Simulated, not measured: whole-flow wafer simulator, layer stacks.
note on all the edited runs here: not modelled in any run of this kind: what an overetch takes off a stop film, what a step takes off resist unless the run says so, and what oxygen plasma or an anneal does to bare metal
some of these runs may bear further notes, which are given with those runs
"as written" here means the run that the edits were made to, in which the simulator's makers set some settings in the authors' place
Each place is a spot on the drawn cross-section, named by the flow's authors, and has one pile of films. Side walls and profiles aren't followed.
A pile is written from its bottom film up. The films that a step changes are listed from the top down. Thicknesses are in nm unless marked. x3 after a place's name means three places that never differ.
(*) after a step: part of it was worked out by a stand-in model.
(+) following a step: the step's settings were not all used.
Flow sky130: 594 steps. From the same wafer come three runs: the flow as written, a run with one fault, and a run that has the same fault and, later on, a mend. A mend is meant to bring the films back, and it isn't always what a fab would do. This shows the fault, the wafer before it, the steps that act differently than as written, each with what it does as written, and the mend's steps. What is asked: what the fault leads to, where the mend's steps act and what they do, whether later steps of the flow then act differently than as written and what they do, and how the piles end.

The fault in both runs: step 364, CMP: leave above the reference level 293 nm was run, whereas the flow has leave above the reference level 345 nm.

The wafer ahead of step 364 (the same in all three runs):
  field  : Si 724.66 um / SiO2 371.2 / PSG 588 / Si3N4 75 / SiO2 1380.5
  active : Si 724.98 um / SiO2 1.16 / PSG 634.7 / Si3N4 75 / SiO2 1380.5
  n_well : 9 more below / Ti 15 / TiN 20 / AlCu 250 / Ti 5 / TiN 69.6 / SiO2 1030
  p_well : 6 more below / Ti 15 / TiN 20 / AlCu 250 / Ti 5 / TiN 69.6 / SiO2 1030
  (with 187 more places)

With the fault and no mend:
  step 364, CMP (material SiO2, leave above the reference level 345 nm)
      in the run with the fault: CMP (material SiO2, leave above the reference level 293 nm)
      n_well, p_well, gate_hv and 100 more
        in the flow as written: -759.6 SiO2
        in the run with the fault: -811.6 SiO2
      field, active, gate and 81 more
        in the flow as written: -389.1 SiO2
        in the run with the fault: -441.1 SiO2
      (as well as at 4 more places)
  Later steps of the flow acting differently than as written (7 more steps, not shown, differ only slightly: by at most 2% or 0.5 nm, whichever is larger):
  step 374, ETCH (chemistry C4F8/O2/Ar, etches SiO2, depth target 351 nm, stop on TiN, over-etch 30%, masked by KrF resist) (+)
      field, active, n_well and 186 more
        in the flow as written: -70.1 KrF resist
        in the run with the fault: -56.6 KrF resist
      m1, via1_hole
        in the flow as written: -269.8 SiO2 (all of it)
        in the run with the fault: -217.8 SiO2 (all of it)
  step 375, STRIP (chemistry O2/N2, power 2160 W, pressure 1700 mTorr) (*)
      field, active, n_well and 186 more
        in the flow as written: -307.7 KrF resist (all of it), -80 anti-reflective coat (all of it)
        in the run with the fault: -321.2 KrF resist (all of it), -80 anti-reflective coat (all of it)
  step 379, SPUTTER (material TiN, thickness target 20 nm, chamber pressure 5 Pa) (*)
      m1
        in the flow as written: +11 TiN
        in the run with the fault: +12 TiN
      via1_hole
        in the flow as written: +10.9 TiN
        in the run with the fault: +12 TiN
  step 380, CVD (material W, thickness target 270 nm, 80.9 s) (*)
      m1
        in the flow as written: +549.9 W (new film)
        in the run with the fault: +496.8 W (new film)
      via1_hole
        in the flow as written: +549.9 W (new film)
        in the run with the fault: +496.9 W (new film)
  The piles end different from the flow's at n_well, p_well, gate_hv and 111 more by more than 2% or 0.5 nm, whichever is larger.
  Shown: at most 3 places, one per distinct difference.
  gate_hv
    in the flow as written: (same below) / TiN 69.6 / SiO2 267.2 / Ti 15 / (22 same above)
    in the run with the fault: (same below) / TiN 69.6 / SiO2 215.2 / Ti 15 / (22 same above)
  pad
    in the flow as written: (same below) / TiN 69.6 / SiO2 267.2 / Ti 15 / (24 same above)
    in the run with the fault: (same below) / TiN 69.6 / SiO2 215.2 / Ti 15 / (24 same above)
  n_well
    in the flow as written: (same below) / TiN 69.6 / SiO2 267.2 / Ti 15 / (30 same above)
    in the run with the fault: (same below) / TiN 69.6 / SiO2 215.2 / Ti 15 / (30 same above)

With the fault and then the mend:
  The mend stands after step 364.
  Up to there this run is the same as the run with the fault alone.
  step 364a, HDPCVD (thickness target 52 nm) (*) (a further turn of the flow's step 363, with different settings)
      field, active, n_well and 188 more
        +52 SiO2
  Every later step of the flow that is run acts as written, at every place that is followed, to within 2% or 0.5 nm, whichever is larger.
  At every place that both follow, the piles at the end match the flow's.
